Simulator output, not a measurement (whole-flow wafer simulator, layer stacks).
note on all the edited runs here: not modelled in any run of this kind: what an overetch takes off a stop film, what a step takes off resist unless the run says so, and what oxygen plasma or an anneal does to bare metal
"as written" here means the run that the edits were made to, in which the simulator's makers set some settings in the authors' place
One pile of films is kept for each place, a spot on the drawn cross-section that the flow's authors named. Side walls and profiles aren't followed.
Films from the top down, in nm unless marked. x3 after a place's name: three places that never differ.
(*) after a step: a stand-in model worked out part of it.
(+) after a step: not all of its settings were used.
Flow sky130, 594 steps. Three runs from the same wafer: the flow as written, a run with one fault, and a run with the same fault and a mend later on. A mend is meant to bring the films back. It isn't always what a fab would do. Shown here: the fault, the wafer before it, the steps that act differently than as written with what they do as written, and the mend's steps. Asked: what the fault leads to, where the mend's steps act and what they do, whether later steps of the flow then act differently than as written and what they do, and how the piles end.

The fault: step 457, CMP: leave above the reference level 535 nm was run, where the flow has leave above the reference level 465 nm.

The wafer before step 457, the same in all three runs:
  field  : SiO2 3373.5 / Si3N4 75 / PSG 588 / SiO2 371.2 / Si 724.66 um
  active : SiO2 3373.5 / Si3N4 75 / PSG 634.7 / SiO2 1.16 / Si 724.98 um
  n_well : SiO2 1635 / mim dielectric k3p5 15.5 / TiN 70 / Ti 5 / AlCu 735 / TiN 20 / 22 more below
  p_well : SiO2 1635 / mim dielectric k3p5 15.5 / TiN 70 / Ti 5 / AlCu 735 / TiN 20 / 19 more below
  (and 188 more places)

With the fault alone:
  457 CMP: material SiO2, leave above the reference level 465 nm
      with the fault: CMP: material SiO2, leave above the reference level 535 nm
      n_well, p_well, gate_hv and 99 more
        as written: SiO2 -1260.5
        with the fault: SiO2 -1190.5
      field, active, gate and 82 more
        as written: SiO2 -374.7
        with the fault: SiO2 -304.7
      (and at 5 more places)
  Later steps of the flow that act differently than as written:
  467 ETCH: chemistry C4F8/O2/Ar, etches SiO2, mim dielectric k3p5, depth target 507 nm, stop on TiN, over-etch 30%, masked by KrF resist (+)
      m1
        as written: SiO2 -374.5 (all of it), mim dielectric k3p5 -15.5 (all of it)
        with the fault: SiO2 -444.5 (all of it), mim dielectric k3p5 -15.5 (all of it)
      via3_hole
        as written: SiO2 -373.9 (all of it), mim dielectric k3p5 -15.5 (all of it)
        with the fault: SiO2 -443.9 (all of it), mim dielectric k3p5 -15.5 (all of it)
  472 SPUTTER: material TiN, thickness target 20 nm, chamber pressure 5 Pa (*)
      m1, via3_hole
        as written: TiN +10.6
        with the fault: TiN +9.66
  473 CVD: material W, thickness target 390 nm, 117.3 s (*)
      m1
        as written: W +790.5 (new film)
        with the fault: W +861.4 (new film)
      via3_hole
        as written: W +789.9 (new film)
        with the fault: W +860.8 (new film)
  At the end the piles differ from the flow's by more than 2% or 0.5 nm, whichever is larger, at n_well, p_well, gate_hv and 115 more.
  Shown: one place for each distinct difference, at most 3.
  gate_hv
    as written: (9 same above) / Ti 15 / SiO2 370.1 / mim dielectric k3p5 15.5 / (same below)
    with the fault: (9 same above) / Ti 15 / SiO2 440.1 / mim dielectric k3p5 15.5 / (same below)
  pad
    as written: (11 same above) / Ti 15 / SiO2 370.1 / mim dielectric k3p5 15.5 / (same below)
    with the fault: (11 same above) / Ti 15 / SiO2 440.1 / mim dielectric k3p5 15.5 / (same below)
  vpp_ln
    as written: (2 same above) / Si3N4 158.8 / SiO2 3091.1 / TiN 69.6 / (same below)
    with the fault: (2 same above) / Si3N4 158.8 / SiO2 3161.1 / TiN 69.6 / (same below)

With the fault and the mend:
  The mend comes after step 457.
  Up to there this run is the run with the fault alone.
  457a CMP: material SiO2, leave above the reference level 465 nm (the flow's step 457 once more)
      field, active, n_well and 189 more
        SiO2 -70
  No later step of the flow acts differently than as written at any place that is followed.
  At the end the piles are the same as the flow's at every place that both follow.
